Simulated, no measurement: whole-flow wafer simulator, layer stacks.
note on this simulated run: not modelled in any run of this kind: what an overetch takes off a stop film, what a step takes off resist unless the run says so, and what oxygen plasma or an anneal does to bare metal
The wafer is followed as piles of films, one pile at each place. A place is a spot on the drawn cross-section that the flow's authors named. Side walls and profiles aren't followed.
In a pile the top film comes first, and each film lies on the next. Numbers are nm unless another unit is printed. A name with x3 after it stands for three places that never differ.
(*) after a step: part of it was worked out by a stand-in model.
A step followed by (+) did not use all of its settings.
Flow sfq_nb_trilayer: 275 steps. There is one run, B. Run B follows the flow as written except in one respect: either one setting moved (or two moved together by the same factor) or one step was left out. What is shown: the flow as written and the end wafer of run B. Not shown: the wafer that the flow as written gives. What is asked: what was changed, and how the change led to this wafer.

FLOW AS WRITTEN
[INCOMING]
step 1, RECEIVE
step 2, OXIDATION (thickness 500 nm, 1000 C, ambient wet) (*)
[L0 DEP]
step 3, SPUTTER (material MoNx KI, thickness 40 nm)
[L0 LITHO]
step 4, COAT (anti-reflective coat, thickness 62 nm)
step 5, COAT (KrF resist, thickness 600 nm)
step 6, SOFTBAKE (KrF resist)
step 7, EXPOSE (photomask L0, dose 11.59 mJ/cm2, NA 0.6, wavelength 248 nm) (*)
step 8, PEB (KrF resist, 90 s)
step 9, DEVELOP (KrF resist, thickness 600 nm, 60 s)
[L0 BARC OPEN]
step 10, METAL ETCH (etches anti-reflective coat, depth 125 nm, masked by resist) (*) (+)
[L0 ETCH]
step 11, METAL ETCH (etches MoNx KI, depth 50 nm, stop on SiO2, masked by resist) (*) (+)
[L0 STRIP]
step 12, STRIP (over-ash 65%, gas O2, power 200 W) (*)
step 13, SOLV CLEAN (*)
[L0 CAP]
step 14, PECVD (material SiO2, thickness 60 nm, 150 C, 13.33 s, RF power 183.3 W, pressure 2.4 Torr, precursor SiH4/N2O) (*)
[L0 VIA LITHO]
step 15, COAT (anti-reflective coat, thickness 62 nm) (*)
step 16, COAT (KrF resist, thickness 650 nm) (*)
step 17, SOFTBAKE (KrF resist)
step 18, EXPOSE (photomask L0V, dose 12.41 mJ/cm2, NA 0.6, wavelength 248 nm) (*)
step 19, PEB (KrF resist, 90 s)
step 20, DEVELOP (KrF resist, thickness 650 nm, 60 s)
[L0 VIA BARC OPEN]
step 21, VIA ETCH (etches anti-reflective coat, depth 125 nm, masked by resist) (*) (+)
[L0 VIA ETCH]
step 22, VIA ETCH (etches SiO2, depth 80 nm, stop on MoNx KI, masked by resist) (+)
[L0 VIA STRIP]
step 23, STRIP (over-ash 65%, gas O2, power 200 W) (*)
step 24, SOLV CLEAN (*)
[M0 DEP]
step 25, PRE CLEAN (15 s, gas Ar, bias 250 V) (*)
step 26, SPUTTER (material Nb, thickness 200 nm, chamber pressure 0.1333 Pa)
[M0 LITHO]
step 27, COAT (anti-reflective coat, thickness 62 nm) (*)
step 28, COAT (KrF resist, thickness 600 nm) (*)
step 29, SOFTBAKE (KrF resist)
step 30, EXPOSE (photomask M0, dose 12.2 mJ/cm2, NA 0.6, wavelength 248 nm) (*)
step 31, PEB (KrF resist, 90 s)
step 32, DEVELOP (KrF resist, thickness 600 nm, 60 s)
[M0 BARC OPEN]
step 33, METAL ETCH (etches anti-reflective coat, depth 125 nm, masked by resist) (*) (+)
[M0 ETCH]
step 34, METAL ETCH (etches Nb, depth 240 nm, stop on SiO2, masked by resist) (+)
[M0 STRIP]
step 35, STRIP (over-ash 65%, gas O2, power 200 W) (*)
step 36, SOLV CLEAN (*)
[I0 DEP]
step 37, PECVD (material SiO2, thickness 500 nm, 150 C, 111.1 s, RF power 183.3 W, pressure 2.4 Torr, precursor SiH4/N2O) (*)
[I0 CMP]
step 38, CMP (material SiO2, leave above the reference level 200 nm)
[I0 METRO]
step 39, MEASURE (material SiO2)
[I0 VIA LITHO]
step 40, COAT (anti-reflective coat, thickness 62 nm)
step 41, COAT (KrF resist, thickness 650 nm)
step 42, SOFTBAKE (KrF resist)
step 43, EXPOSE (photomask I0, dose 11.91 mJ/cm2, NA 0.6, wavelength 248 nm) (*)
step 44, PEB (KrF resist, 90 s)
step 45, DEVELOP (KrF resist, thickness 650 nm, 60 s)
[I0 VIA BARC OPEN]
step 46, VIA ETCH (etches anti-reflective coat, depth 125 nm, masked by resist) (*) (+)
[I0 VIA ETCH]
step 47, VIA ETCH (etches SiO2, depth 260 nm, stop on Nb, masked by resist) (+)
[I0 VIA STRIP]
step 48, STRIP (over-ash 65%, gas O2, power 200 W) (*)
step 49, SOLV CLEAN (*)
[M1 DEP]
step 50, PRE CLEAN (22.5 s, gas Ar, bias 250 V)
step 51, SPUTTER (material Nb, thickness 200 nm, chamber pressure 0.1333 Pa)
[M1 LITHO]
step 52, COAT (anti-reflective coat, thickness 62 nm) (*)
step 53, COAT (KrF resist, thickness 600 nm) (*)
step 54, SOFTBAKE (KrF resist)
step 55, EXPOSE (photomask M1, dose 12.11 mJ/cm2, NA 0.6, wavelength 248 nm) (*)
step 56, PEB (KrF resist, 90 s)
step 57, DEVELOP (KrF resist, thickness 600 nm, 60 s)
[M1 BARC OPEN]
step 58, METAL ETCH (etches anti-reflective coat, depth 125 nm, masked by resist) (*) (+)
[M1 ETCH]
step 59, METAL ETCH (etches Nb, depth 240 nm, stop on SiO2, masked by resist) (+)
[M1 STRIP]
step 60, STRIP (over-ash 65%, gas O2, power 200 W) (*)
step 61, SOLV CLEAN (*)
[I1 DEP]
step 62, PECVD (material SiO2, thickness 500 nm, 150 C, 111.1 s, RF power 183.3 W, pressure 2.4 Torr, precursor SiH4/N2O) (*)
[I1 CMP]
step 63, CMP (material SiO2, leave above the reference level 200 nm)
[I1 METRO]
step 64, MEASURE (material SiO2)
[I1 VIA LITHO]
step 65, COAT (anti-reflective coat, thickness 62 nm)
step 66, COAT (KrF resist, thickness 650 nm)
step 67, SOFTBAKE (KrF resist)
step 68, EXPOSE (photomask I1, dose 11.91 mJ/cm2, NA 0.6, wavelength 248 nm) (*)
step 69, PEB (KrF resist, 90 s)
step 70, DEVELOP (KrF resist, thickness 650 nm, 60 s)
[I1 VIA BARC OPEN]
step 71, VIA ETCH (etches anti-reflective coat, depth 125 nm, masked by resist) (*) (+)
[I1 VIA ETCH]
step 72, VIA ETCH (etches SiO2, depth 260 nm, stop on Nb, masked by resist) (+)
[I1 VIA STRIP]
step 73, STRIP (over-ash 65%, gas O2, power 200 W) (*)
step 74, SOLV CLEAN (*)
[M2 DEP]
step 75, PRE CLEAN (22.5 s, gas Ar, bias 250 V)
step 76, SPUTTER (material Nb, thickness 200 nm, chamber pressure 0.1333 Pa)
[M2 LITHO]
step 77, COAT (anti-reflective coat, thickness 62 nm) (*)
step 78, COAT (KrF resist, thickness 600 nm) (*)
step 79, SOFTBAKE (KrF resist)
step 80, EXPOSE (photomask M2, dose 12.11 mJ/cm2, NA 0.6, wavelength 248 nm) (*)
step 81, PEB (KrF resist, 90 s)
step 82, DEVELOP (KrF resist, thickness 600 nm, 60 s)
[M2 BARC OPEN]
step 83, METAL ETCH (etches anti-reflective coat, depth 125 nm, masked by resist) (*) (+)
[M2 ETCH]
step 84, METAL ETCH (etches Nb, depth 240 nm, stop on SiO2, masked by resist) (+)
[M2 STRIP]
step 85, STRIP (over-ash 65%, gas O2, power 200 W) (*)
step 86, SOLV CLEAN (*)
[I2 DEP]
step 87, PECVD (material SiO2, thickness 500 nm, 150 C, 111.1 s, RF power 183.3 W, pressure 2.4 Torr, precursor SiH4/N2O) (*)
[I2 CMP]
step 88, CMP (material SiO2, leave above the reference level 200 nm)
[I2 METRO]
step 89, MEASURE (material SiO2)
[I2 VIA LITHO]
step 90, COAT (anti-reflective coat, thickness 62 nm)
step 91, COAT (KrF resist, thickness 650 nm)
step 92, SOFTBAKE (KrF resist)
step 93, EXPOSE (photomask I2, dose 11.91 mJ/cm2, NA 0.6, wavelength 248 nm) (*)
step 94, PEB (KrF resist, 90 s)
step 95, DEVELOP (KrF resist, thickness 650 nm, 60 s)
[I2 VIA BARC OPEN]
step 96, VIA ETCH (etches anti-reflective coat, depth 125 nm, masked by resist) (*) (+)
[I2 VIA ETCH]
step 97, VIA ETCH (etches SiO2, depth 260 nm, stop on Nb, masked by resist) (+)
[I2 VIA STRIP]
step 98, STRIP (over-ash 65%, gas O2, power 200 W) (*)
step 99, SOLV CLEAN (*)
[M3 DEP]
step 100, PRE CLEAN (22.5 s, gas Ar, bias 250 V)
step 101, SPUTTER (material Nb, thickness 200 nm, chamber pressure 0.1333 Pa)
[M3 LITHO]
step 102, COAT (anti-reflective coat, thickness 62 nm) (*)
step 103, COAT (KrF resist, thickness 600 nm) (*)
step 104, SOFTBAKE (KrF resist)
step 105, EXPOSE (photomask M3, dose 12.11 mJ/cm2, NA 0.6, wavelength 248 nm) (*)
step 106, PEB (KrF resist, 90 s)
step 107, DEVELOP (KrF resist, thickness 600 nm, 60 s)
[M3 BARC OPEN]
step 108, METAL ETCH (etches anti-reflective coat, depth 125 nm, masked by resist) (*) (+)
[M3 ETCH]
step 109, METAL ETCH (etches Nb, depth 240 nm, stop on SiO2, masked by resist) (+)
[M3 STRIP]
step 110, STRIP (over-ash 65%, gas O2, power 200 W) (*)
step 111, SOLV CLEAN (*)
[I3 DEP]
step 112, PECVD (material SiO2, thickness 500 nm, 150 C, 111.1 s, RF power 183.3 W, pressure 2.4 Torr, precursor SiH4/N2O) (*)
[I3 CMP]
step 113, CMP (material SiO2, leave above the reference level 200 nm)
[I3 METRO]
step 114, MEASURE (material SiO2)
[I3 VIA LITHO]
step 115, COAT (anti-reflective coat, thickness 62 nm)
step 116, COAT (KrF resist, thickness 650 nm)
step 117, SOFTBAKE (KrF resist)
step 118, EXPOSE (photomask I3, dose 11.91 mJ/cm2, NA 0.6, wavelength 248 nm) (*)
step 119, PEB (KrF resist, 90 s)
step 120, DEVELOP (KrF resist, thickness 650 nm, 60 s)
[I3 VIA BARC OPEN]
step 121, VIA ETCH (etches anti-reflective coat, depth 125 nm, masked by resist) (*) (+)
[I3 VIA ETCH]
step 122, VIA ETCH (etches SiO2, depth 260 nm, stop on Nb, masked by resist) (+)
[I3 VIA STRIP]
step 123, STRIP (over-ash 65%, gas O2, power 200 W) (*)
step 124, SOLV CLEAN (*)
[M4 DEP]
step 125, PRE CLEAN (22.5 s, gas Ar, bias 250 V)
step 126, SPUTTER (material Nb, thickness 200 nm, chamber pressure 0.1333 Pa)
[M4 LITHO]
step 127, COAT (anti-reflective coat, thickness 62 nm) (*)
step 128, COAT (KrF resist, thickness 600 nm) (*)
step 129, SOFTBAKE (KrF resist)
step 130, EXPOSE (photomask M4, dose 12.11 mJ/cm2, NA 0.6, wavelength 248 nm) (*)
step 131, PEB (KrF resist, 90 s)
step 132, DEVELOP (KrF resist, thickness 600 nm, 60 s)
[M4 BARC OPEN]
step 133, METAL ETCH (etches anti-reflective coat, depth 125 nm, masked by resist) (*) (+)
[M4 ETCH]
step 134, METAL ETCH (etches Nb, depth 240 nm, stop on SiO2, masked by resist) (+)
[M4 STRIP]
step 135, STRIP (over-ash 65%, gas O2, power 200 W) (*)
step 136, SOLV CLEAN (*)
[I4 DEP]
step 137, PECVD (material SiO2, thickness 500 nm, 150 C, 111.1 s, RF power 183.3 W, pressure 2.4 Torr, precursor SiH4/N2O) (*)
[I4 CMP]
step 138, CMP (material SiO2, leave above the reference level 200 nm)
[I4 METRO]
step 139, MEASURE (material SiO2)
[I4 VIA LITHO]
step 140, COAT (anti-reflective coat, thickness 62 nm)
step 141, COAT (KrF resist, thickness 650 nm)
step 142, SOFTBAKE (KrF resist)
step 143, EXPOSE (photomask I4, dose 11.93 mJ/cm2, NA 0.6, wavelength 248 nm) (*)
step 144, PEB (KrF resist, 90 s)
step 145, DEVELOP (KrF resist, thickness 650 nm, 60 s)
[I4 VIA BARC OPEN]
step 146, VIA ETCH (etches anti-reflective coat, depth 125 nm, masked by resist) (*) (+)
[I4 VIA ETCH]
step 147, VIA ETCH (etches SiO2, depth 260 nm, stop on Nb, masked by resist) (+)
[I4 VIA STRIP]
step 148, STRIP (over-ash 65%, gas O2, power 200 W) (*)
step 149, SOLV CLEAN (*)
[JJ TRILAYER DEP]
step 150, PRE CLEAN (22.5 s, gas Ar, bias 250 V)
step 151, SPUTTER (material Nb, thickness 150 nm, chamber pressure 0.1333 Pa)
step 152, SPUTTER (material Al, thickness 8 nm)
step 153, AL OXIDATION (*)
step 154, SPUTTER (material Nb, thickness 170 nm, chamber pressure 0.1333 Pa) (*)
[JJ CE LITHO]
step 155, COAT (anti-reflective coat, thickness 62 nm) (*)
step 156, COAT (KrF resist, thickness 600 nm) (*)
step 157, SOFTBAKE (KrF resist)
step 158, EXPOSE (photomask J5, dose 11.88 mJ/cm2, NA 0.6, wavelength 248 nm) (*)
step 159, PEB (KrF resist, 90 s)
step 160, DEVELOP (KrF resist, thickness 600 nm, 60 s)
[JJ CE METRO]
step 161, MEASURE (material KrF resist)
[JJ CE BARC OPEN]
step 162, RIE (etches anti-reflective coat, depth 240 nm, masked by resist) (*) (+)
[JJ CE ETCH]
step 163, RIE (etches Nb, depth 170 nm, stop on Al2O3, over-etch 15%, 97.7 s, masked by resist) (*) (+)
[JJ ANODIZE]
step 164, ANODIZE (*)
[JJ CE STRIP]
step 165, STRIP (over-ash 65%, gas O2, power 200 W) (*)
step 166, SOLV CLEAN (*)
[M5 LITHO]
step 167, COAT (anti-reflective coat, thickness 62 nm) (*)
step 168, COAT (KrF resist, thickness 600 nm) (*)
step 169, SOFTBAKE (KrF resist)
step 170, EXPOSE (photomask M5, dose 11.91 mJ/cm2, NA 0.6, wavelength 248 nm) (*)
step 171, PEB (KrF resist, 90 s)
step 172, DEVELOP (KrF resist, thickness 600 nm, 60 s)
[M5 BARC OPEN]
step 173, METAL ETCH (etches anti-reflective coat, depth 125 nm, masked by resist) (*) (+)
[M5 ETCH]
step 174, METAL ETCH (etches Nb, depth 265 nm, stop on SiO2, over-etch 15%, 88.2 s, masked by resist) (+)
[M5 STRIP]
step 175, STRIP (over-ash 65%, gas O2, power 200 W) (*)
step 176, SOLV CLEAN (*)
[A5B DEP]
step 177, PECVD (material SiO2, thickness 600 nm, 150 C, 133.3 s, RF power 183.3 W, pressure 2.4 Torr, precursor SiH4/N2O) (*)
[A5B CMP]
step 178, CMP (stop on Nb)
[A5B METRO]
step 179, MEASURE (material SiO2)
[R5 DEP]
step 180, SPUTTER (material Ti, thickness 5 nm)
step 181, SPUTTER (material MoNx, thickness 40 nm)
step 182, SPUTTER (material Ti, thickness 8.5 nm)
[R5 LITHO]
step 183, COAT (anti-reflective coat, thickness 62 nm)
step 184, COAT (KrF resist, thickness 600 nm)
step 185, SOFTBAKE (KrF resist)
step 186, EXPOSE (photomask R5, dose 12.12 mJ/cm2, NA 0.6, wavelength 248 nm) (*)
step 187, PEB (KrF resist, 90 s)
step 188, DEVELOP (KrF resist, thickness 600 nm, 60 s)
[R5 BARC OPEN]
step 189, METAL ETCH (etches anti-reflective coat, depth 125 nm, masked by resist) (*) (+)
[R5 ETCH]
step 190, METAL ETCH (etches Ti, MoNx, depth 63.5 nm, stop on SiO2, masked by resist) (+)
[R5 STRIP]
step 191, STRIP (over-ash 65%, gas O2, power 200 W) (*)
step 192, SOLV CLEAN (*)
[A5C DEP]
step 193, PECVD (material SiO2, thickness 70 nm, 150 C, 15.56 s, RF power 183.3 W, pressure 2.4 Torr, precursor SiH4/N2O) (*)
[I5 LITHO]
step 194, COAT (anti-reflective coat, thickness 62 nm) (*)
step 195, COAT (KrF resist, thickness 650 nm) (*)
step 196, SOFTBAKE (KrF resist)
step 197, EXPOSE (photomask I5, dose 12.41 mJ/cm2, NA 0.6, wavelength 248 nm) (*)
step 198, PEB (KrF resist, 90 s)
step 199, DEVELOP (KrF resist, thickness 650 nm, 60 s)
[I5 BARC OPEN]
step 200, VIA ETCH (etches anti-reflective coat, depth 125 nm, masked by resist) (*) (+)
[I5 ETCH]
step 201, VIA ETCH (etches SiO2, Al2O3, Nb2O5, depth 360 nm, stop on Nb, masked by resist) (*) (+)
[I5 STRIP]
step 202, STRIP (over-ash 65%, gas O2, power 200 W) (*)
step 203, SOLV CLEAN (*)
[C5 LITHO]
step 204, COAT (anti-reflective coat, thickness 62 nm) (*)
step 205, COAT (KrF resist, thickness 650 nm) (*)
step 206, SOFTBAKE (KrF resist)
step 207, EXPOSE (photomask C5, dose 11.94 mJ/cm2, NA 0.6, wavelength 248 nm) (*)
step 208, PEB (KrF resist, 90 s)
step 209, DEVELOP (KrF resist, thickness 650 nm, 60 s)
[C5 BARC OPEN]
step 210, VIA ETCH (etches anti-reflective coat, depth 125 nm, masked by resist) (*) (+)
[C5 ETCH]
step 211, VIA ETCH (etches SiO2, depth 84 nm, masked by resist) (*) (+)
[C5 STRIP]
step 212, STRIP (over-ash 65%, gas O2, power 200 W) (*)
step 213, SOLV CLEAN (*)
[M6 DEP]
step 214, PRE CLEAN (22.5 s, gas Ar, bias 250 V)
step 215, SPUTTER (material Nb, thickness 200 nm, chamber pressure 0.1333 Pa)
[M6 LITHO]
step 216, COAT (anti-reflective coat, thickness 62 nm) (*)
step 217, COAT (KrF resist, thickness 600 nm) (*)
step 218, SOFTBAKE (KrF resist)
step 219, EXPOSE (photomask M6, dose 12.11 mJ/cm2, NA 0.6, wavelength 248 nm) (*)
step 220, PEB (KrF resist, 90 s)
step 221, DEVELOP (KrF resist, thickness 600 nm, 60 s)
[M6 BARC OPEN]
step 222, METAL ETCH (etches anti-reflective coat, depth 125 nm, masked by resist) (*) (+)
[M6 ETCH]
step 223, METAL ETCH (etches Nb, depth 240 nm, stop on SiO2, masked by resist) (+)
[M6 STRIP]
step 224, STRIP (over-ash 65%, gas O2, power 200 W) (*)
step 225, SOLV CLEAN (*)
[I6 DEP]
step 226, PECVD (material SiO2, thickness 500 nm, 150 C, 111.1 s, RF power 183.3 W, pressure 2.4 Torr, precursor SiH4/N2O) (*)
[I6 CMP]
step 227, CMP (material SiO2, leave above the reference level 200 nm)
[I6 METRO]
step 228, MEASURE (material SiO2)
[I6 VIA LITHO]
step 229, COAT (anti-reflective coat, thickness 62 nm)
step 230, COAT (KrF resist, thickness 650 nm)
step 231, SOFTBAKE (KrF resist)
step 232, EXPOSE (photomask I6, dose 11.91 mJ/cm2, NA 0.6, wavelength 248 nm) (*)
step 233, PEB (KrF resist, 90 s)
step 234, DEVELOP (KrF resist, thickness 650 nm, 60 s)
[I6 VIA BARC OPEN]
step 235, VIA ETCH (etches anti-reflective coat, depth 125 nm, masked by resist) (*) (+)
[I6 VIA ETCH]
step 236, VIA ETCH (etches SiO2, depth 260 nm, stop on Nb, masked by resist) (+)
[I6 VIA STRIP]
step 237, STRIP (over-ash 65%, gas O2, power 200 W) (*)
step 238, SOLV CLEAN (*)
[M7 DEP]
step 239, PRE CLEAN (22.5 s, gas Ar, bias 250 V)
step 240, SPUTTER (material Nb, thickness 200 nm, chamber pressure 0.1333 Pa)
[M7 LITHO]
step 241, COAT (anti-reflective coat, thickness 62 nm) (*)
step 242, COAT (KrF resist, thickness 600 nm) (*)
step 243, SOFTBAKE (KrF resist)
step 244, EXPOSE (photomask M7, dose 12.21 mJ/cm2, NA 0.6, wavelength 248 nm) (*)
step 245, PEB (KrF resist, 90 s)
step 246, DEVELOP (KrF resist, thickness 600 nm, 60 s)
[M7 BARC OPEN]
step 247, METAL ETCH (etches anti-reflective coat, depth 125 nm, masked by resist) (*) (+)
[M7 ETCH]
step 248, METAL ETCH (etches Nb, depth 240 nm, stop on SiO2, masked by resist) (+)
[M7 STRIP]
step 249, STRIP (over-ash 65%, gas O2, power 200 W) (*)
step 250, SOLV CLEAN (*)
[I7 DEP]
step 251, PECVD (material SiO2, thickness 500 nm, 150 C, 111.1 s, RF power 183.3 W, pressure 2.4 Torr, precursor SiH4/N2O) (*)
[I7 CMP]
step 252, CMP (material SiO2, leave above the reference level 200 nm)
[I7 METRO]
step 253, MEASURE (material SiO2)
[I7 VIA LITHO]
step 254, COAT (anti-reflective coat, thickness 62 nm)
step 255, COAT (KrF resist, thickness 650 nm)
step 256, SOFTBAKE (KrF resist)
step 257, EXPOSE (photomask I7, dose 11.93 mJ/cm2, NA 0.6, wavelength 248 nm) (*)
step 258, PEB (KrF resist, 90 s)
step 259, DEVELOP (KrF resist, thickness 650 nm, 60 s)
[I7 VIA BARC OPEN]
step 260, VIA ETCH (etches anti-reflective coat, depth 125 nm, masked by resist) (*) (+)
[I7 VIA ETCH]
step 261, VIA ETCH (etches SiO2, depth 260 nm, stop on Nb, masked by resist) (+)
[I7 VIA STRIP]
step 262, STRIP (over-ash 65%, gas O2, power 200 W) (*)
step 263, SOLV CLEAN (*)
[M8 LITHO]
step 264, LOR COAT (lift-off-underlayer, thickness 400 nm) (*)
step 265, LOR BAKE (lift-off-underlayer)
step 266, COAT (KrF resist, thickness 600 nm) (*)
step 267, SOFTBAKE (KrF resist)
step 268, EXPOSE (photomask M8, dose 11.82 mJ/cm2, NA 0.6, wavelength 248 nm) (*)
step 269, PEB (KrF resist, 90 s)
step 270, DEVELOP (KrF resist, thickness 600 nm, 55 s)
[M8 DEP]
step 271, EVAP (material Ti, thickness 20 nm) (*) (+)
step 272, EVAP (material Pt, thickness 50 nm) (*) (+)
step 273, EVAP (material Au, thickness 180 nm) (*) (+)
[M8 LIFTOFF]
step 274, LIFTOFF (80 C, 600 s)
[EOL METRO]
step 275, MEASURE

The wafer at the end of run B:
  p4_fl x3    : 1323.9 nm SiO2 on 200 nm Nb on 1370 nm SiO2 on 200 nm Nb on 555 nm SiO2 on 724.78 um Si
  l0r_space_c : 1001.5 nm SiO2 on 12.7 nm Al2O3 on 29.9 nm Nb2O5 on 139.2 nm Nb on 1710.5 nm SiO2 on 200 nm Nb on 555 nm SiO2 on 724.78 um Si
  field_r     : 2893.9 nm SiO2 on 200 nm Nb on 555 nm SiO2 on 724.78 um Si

The reason: step 138, CMP: leave above the reference level 148 nm was run, though the flow has leave above the reference level 200 nm.

The path from the change to this, step by step:
  step 138, CMP (material SiO2, leave above the reference level 200 nm)
      field_l, be, be_sur and 55 more: SiO2 loses 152 (in the flow as written it would be: SiO2 loses 100)
      v_sur, via_wl, via_w and 35 more: SiO2 loses 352 (in the flow as written it would be: SiO2 loses 300)
      (also at 10 further places)
  step 147, VIA ETCH (etches SiO2, depth 260 nm, stop on Nb, masked by resist) (+)
      field_l, v_sur, via_sp and 100 more: KrF resist loses 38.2 (in the flow as written it would be: KrF resist loses 44.8)
      via_wl, via_w, via_wr: SiO2 loses 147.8 (all of it) (in the flow as written it would be: SiO2 loses 199.8 (all of it))
  step 151, SPUTTER (material Nb, thickness 150 nm, chamber pressure 0.1333 Pa)
      via_wl, via_w, via_wr: Nb gains 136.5 (in the flow as written it would be: Nb gains 130.4)
  step 154, SPUTTER (material Nb, thickness 170 nm, chamber pressure 0.1333 Pa) (*)
      via_wl, via_wr: Nb gains 149.7 (new film) (in the flow as written it would be: Nb gains 140.7 (new film))
      via_w: Nb gains 150.1 (new film) (in the flow as written it would be: Nb gains 141 (new film))
  step 155, COAT (anti-reflective coat, thickness 62 nm) (*)
      via_wl, via_wr: anti-reflective coat gains 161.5 (new film) (in the flow as written it would be: anti-reflective coat gains 209.4 (new film))
      v_sur: anti-reflective coat gains 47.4 (new film) (in the flow as written it would be: anti-reflective coat gains 45.1 (new film))
      (also at 2 further places)
  step 156, COAT (KrF resist, thickness 600 nm) (*)
      via_w: KrF resist gains 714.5 (new film) (in the flow as written it would be: KrF resist gains 763.8 (new film))
  step 160, DEVELOP (KrF resist, thickness 600 nm, 60 s)
      via_w: KrF resist loses 713 (all of it) (in the flow as written it would be: KrF resist loses 762.1 (all of it))
  step 162, RIE (etches anti-reflective coat, depth 240 nm, masked by resist) (*) (+)
      ce_l, c5j, ce_r, wl_jj: KrF resist loses 161.5 (in the flow as written it would be: KrF resist loses 209.4)
      via_wl, via_wr: anti-reflective coat loses 161.5 (all of it) (in the flow as written it would be: anti-reflective coat loses 209.4 (all of it))
      (also at 3 further places)
  step 163, RIE (etches Nb, depth 170 nm, stop on Al2O3, over-etch 15%, 97.7 s, masked by resist) (*) (+)
      via_wl, via_wr: Nb loses 149.7 (all of it), Al2O3 loses 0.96 (all of it) (in the flow as written it would be: Nb loses 140.7 (all of it), Al2O3 loses 0.96 (all of it))
      via_w: Nb loses 150.1 (all of it), Al2O3 loses 0.96 (all of it) (in the flow as written it would be: Nb loses 141 (all of it), Al2O3 loses 0.96 (all of it))
  step 164, ANODIZE (*)
      via_w: Al2O3 gains 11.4 (new film), Nb2O5 gains 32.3 (new film), Al loses 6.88 (all of it), Nb loses 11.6 (in the flow as written it would be: Al2O3 gains 10.8 (new film), Nb2O5 gains 33.3 (new film), Al loses 6.54 (all of it), Nb loses 12)
  step 165, STRIP (over-ash 65%, gas O2, power 200 W) (*)
      c5j, ce_r: KrF resist loses 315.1 (all of it), anti-reflective coat loses 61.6 (all of it) (in the flow as written it would be: KrF resist loses 266.9 (all of it), anti-reflective coat loses 61.5 (all of it))
      ce_l: KrF resist loses 315 (all of it), anti-reflective coat loses 61.6 (all of it) (in the flow as written it would be: KrF resist loses 266.8 (all of it), anti-reflective coat loses 61.4 (all of it))
      (also at 1 further place)
  step 167, COAT (anti-reflective coat, thickness 62 nm) (*)
      v_sur: anti-reflective coat gains 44 (new film) (in the flow as written it would be: anti-reflective coat gains 44.9 (new film))
      via_wl: anti-reflective coat gains 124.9 (new film) (in the flow as written it would be: anti-reflective coat gains 170.5 (new film))
      (also at 2 further places)
  step 168, COAT (KrF resist, thickness 600 nm) (*)
      via_w: KrF resist gains 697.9 (new film) (in the flow as written it would be: KrF resist gains 732.6 (new film))
  step 175, STRIP (over-ash 65%, gas O2, power 200 W) (*)
      v_sur: KrF resist loses 358.1 (all of it), anti-reflective coat loses 44 (all of it) (in the flow as written it would be: KrF resist loses 349.2 (all of it), anti-reflective coat loses 44.9 (all of it))
      via_wl: KrF resist loses 426 (all of it), anti-reflective coat loses 124.9 (all of it) (in the flow as written it would be: KrF resist loses 427 (all of it), anti-reflective coat loses 170.5 (all of it))
      (also at 2 further places)
  step 178, CMP (stop on Nb)
      via_wl, via_wr: SiO2 loses 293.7 (in the flow as written it would be: SiO2 loses 235.7)
      via_w: SiO2 loses 293.2 (in the flow as written it would be: SiO2 loses 235.2)
